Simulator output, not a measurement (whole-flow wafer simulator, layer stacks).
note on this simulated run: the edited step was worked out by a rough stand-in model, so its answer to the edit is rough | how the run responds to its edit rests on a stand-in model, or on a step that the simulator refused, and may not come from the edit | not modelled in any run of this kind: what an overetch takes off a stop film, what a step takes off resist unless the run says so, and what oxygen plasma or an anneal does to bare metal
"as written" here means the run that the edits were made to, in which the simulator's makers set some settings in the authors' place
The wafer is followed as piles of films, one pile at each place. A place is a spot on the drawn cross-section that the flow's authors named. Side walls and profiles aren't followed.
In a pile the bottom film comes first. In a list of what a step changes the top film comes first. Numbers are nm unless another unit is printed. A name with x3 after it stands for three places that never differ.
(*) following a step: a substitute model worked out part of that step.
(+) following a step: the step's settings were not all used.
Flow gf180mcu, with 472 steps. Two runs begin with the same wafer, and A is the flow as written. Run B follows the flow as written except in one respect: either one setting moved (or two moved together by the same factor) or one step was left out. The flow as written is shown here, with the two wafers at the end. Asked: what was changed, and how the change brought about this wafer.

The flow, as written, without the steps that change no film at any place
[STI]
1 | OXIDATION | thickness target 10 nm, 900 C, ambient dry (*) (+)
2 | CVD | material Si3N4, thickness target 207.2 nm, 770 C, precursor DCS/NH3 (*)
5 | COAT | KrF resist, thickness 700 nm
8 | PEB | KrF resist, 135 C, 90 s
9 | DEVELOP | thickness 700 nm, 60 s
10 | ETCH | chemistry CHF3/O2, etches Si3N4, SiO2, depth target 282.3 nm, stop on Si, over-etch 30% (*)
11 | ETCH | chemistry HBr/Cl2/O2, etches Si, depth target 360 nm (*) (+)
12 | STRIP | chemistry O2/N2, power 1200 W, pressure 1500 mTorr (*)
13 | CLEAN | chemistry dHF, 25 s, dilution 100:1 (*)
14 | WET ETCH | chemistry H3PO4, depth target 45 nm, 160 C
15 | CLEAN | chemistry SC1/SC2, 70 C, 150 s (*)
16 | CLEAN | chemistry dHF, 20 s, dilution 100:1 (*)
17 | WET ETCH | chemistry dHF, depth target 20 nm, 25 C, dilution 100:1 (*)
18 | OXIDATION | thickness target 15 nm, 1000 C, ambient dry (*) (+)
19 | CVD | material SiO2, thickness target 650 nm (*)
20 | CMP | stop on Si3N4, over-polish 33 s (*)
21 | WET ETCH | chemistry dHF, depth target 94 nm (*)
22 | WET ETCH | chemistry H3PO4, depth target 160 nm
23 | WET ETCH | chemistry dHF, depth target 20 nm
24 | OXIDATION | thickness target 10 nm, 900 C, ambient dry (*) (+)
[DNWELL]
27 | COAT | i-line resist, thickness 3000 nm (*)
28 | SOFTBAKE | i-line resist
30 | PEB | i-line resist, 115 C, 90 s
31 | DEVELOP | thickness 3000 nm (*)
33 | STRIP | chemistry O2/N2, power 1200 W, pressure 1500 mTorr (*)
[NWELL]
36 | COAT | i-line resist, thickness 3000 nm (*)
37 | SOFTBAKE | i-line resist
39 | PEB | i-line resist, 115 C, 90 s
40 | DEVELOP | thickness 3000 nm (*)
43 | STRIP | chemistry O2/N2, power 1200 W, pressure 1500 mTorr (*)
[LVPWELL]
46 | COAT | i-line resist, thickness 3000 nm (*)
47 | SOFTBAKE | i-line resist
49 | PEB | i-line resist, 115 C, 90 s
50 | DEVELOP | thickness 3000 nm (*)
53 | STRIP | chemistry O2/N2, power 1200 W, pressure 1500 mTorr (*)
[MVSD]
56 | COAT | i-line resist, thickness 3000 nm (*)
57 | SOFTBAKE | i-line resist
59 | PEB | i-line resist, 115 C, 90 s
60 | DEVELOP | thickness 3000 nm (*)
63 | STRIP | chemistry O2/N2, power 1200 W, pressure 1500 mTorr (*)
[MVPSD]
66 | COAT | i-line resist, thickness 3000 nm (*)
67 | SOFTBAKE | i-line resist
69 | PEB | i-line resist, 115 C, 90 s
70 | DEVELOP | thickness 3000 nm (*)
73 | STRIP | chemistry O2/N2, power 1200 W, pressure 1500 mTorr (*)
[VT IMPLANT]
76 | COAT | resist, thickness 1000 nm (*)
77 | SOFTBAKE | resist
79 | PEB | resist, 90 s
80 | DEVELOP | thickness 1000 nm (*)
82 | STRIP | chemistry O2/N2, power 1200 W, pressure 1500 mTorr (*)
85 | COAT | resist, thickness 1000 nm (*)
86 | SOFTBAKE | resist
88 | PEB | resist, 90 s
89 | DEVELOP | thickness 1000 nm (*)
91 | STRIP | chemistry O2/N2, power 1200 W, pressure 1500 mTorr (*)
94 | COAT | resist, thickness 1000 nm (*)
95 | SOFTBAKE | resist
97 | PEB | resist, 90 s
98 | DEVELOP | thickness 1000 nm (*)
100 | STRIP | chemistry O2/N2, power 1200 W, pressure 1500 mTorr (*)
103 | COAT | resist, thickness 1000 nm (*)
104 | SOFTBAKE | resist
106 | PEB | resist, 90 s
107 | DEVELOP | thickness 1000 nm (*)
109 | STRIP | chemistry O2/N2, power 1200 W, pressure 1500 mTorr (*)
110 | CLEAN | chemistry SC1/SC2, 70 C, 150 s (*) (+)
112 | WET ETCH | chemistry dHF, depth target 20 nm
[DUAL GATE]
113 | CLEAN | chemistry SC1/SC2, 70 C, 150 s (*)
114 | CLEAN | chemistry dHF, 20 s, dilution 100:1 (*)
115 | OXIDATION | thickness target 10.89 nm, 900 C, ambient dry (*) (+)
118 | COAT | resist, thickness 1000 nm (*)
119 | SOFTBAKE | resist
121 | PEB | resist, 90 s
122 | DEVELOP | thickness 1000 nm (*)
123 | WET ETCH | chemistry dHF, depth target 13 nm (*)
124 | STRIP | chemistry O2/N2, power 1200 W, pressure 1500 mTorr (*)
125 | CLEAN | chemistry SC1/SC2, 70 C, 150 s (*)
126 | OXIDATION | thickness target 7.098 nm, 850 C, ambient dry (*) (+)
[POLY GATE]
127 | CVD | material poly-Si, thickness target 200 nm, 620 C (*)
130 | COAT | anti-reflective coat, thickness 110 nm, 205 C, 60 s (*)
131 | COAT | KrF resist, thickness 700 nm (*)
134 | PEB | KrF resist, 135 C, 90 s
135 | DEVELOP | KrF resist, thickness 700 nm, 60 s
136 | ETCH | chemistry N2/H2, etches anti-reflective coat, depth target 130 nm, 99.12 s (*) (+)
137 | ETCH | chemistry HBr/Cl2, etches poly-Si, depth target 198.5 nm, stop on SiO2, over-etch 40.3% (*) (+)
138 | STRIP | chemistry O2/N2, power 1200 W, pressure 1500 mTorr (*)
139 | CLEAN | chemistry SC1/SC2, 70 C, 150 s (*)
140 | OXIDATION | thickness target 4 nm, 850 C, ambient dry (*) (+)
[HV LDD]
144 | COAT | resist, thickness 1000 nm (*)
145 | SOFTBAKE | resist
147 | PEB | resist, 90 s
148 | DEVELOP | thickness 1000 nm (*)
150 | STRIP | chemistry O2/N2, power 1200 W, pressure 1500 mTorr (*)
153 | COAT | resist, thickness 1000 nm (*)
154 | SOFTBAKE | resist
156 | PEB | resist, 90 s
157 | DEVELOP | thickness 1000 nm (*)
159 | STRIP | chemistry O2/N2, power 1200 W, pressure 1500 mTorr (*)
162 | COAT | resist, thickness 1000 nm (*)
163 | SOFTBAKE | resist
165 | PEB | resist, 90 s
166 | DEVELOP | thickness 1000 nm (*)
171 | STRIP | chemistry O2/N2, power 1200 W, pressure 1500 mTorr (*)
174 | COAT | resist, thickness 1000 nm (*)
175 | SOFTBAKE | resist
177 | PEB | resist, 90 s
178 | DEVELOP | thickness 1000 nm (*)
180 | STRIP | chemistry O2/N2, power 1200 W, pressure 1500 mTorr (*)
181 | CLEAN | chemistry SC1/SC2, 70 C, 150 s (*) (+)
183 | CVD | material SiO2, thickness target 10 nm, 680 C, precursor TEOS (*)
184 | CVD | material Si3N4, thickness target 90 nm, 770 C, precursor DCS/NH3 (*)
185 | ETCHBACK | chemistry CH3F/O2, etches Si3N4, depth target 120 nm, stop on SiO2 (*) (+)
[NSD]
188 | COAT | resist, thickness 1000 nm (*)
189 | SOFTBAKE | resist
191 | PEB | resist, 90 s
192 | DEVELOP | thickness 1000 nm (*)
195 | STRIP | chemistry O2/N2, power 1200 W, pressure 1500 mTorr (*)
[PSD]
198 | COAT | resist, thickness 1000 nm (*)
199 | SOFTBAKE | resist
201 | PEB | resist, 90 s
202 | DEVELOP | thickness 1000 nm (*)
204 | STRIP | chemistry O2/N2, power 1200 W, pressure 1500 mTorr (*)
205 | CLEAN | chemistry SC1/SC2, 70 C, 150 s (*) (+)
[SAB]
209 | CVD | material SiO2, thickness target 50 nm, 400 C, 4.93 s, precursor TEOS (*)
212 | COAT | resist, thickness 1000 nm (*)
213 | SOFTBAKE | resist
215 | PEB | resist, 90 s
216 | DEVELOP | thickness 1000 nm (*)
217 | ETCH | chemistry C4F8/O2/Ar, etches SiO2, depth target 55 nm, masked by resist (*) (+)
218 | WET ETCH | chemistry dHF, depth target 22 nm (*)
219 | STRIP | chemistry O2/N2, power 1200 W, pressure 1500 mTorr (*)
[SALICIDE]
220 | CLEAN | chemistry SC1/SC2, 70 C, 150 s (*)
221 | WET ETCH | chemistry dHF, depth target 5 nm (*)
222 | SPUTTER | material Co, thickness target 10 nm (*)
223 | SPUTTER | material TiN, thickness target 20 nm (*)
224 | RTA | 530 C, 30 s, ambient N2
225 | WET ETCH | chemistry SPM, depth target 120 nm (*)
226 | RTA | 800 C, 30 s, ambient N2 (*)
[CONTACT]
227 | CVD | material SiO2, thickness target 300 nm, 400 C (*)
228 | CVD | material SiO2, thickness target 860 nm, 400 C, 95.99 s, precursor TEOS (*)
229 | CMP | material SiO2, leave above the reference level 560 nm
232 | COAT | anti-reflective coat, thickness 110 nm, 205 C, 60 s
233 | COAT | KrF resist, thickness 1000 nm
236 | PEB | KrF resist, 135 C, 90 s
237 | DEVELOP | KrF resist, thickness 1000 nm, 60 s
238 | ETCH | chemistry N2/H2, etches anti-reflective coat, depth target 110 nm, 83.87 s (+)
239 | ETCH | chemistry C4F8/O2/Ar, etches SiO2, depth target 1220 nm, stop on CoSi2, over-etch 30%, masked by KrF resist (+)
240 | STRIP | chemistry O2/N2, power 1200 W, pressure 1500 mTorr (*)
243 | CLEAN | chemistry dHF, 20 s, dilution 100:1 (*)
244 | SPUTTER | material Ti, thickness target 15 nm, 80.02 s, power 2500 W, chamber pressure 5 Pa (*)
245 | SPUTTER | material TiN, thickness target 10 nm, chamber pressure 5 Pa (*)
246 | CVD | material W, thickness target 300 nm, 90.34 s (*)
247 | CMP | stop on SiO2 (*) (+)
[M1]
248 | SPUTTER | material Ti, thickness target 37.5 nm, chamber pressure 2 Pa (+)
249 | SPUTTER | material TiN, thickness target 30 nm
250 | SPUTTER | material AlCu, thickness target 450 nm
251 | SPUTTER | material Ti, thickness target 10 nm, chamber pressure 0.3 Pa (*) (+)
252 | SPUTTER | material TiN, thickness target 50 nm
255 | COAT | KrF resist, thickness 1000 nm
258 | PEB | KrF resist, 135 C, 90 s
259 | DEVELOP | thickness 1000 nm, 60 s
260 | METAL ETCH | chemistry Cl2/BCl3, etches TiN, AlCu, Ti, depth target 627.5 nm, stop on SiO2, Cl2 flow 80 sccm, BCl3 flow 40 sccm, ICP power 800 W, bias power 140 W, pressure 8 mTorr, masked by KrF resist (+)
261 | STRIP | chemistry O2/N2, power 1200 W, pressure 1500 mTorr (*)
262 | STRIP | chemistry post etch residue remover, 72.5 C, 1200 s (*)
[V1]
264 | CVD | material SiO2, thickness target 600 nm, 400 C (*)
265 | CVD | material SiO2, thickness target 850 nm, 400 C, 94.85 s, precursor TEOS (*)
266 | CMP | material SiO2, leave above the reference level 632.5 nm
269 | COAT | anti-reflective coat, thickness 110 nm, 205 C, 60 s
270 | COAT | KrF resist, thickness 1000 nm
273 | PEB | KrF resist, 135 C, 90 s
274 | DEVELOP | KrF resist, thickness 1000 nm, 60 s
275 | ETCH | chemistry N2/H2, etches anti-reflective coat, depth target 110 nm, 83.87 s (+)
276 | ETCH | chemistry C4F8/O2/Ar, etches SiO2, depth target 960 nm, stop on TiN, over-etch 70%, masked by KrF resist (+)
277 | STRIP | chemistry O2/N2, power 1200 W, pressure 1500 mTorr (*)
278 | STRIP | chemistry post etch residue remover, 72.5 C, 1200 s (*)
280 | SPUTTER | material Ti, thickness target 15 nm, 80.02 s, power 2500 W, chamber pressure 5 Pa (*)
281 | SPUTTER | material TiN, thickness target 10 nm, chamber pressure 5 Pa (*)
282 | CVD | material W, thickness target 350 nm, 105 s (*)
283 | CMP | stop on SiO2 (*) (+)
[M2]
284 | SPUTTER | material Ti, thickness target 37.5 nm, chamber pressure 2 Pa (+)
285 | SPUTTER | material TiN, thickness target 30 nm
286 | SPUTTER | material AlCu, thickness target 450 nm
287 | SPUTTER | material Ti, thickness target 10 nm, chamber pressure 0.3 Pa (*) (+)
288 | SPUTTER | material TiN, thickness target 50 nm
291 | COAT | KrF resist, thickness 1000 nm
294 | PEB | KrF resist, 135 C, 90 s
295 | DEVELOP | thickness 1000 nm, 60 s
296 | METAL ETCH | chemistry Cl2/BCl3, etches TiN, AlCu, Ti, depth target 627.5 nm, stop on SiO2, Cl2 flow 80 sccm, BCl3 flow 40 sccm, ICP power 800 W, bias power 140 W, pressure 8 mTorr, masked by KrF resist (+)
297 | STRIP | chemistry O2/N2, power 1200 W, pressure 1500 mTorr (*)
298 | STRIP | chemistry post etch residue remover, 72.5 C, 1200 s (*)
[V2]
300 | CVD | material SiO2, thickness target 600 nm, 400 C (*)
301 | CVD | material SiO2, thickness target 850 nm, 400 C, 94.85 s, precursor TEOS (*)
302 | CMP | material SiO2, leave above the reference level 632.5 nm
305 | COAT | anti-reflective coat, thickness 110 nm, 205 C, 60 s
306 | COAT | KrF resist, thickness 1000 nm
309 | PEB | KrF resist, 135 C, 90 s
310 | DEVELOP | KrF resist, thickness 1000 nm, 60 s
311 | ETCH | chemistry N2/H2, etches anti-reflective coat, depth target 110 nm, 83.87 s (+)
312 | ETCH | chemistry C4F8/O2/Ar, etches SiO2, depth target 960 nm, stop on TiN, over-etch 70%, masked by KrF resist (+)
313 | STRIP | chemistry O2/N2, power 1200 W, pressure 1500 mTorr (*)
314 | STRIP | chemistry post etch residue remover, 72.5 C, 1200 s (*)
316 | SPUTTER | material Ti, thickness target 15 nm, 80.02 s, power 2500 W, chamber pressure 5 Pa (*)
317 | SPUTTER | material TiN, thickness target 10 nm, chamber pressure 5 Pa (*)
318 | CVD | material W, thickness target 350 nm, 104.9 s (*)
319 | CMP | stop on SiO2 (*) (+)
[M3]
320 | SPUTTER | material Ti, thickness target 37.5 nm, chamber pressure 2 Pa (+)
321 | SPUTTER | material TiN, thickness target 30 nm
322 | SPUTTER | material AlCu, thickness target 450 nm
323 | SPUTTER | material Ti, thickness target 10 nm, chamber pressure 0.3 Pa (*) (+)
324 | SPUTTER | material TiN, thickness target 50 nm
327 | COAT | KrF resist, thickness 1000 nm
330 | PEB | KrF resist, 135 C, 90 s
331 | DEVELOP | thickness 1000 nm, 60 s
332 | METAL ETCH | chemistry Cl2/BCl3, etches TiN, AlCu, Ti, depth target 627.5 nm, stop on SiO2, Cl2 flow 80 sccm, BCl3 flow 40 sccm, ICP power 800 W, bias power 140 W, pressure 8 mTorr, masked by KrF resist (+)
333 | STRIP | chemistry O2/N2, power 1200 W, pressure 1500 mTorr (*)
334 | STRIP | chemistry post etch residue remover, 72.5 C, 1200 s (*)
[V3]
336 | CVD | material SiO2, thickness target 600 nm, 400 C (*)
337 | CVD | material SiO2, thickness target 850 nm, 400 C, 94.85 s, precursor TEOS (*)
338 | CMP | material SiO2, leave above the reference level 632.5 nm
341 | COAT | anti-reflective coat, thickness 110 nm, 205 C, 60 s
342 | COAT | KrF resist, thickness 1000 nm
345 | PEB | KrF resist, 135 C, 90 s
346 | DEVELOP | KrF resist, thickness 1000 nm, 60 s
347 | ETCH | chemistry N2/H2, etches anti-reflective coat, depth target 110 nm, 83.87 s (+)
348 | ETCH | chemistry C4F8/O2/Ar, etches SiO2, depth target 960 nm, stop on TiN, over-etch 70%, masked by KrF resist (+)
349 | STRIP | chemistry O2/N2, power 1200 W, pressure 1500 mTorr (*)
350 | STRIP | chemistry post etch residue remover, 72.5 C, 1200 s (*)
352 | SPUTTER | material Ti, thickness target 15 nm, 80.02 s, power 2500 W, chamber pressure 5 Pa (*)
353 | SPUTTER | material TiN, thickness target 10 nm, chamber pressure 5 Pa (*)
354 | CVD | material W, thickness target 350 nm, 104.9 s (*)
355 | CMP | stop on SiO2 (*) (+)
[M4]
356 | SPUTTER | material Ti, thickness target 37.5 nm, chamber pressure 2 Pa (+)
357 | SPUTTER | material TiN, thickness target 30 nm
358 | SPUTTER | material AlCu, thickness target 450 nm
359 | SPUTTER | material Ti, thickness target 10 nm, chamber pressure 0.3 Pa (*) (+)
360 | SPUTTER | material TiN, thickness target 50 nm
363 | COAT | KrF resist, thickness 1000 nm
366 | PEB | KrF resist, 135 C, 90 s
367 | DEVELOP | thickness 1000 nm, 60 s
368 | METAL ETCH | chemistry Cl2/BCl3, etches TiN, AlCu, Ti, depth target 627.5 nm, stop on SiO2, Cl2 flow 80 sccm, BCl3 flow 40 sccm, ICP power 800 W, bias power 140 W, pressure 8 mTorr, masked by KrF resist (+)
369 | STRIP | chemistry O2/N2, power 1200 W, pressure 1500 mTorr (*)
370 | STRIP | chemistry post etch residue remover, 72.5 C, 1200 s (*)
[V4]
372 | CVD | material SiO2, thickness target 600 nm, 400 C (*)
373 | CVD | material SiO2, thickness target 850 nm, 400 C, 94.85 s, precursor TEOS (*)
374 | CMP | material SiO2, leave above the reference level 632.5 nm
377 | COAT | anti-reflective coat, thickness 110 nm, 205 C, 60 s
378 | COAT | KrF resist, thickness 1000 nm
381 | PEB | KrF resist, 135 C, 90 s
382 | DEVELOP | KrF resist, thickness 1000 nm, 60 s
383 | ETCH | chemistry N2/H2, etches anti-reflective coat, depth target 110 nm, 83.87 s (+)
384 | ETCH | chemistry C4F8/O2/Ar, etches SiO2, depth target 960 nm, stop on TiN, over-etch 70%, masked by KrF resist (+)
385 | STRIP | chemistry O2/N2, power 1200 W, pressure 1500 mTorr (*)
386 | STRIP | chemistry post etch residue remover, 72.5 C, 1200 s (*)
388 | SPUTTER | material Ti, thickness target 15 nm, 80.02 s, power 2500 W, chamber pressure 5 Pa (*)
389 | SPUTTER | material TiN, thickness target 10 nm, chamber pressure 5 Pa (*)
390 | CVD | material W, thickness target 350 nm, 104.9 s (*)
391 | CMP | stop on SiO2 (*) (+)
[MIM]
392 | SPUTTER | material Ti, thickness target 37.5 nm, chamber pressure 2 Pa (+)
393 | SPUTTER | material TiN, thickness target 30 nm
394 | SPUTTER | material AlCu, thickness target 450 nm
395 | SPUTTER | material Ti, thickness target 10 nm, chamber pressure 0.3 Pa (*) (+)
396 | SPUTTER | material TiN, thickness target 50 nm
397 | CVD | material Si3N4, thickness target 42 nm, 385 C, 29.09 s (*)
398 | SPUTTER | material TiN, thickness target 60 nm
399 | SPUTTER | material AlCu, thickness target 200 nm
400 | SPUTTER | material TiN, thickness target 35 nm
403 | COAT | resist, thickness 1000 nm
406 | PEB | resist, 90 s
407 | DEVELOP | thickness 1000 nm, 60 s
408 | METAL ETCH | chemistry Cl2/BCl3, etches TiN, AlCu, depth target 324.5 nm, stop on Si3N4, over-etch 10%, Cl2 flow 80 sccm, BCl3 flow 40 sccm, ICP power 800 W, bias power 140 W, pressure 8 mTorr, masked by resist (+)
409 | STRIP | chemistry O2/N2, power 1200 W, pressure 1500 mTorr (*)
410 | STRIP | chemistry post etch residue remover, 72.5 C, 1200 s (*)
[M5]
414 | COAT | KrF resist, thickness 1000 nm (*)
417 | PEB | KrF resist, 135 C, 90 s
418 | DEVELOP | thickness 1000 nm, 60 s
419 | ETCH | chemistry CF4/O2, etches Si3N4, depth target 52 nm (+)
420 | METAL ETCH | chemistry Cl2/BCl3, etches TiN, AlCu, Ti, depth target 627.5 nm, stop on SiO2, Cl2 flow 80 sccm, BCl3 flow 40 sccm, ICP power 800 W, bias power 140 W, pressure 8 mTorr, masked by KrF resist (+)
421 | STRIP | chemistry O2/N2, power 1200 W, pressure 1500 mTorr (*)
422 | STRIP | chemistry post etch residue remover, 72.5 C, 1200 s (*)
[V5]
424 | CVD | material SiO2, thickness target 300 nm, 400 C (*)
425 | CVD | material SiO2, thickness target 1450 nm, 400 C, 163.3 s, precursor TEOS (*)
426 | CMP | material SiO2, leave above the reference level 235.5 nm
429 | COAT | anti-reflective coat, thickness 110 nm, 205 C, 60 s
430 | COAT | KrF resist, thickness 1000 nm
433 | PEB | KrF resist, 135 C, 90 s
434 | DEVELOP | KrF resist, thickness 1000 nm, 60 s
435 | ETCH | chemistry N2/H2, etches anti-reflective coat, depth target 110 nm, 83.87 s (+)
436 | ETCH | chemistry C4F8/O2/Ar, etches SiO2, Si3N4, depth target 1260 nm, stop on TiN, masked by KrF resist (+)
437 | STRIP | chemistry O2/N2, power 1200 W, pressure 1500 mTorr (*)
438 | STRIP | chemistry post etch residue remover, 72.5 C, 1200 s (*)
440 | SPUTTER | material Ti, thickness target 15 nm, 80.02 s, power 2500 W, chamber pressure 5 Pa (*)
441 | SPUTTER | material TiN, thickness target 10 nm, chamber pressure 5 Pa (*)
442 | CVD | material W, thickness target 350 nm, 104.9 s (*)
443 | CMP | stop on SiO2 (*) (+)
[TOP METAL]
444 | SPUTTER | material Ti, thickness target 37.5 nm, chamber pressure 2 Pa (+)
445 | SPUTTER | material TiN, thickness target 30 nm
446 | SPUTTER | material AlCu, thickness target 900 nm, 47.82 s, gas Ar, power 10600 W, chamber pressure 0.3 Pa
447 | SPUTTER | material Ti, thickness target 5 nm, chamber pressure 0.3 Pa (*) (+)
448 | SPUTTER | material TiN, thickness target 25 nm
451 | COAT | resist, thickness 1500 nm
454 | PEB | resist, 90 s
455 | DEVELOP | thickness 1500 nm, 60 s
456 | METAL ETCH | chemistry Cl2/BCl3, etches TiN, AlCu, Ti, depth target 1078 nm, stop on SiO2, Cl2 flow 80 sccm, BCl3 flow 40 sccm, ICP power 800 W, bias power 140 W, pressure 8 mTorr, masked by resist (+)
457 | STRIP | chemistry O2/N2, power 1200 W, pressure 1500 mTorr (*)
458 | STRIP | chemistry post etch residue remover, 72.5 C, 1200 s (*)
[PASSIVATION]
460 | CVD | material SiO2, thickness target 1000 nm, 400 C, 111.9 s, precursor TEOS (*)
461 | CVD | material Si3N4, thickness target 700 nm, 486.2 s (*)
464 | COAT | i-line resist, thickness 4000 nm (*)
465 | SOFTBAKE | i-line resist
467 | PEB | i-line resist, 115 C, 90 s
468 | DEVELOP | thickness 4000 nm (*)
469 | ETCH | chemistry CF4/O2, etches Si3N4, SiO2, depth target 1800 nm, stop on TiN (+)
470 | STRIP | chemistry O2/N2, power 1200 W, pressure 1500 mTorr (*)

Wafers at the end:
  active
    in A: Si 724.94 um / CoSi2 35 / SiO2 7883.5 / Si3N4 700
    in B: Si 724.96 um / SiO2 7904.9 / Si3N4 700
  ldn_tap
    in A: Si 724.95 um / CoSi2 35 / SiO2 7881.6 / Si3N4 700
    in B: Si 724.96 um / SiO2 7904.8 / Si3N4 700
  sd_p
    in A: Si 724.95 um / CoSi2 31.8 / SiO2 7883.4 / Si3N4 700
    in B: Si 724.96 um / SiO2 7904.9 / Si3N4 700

What caused this: step 115, OXIDATION: 1080 C was run, whereas the flow has 900 C.

The path from the change to this, step by step:
  115 | OXIDATION | thickness target 10.89 nm, 900 C, ambient dry (*) (+)
      active, n_well, p_well and 40 more: A SiO2 gains 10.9 (new film), Si loses 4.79 | B SiO2 gains 56 (new film), Si loses 24.6
      sti, mim_1p0, pad and 19 more: A SiO2 gains 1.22, Si loses 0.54 | B SiO2 gains 9.9, Si loses 4.36
      (also at 27 further places)
  123 | WET ETCH | chemistry dHF, depth target 13 nm (*)
      active, n_well, p_well and 12 more: A SiO2 loses 10.9 (all of it) | B SiO2 loses 13
  124 | STRIP | chemistry O2/N2, power 1200 W, pressure 1500 mTorr (*)
      active, n_well, p_well and 12 more: A chemical SiO2 gains 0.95 (new film), Si loses 0.42 | B nothing
  126 | OXIDATION | thickness target 7.098 nm, 850 C, ambient dry (*) (+)
      active, n_well, p_well and 12 more: A SiO2 gains 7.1 (new film), chemical SiO2 loses 0.76 (all of it), Si loses 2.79 | B SiO2 gains 3.33, Si loses 1.46
      gate_hv, active_hv, active_nat and 25 more: A SiO2 gains 3.72, Si loses 1.64 | B SiO2 gains 3.06, Si loses 1.35
  130 | COAT | anti-reflective coat, thickness 110 nm, 205 C, 60 s (*)
      p_well, spacer, sd_n: A anti-reflective coat gains 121 (new film) | B anti-reflective coat gains 106 (new film)
      field__w1: A anti-reflective coat gains 99.6 (new film) | B anti-reflective coat gains 110.8 (new film)
      (also at 73 further places)
  136 | ETCH | chemistry N2/H2, etches anti-reflective coat, depth target 130 nm, 99.12 s (*) (+)
      p_well, spacer, sd_n: A anti-reflective coat loses 121 (all of it), poly-Si loses 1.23 | B anti-reflective coat loses 106 (all of it), poly-Si loses 1.61
      field__w1: A anti-reflective coat loses 99.6 (all of it), poly-Si loses 1.78 | B anti-reflective coat loses 110.8 (all of it), poly-Si loses 1.49
      (also at 50 further places)
  138 | STRIP | chemistry O2/N2, power 1200 W, pressure 1500 mTorr (*)
      gate: A chemical SiO2 gains 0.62 (new film), KrF resist loses 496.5 (all of it), anti-reflective coat loses 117 (all of it), poly-Si loses 0.27 | B chemical SiO2 gains 0.62 (new film), KrF resist loses 495.3 (all of it), anti-reflective coat loses 111.1 (all of it), poly-Si loses 0.27
      gate_hv: A chemical SiO2 gains 0.62 (new film), KrF resist loses 495.3 (all of it), anti-reflective coat loses 109.8 (all of it), poly-Si loses 0.27 | B chemical SiO2 gains 0.62 (new film), KrF resist loses 491.8 (all of it), anti-reflective coat loses 104.6 (all of it), poly-Si loses 0.27
      (also at 21 further places)
  145 | SOFTBAKE | resist
      nw_enc_fld_lv__w3: A resist gains 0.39 | B resist loses 0.39
  154 | SOFTBAKE | resist
      nw_enc_fld_lv__w3: A resist gains 0.39 | B resist loses 0.39
  163 | SOFTBAKE | resist
      nw_enc_fld_lv__w3: A resist gains 0.39 | B resist loses 0.39
  175 | SOFTBAKE | resist
      nw_enc_fld_lv__w3: A resist gains 0.39 | B resist loses 0.39
  188 | COAT | resist, thickness 1000 nm (*)
      field__w6: A resist gains 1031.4 (new film) | B resist gains 1067.5 (new film)
  189 | SOFTBAKE | resist
      nw_enc_fld_lv__w3: A resist gains 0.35 | B resist loses 0.6
      field__w6: A resist gains 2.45 | B resist gains 3.2
      (also at 1 further place)
  191 | PEB | resist, 90 s
      field__w6: A resist loses 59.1 | B resist loses 61.5
  192 | DEVELOP | thickness 1000 nm (*)
      field__w6: A resist loses 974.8 (all of it) | B resist loses 1009.2 (all of it)
  198 | COAT | resist, thickness 1000 nm (*)
      field__w6: A resist gains 1031.4 (new film) | B resist gains 1067.5 (new film)
  ... 21 other steps ...
  471 | ANNEAL | 400 C, 1800 s, ambient N2/H2
      contact: A nothing | B under 49 films: void gains 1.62 (new film), Ti loses 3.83, TiSi first gains 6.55 (new film), Si loses 4.35
If metal films that touch count as one body, active has 0 bodies; the flow as written gives 1 body.
If metal films that touch count as one body, ldn_tap has 0 bodies; the flow as written gives 1 body.
If metal films that touch count as one body, sd_p has 0 bodies; the flow as written gives 1 body.
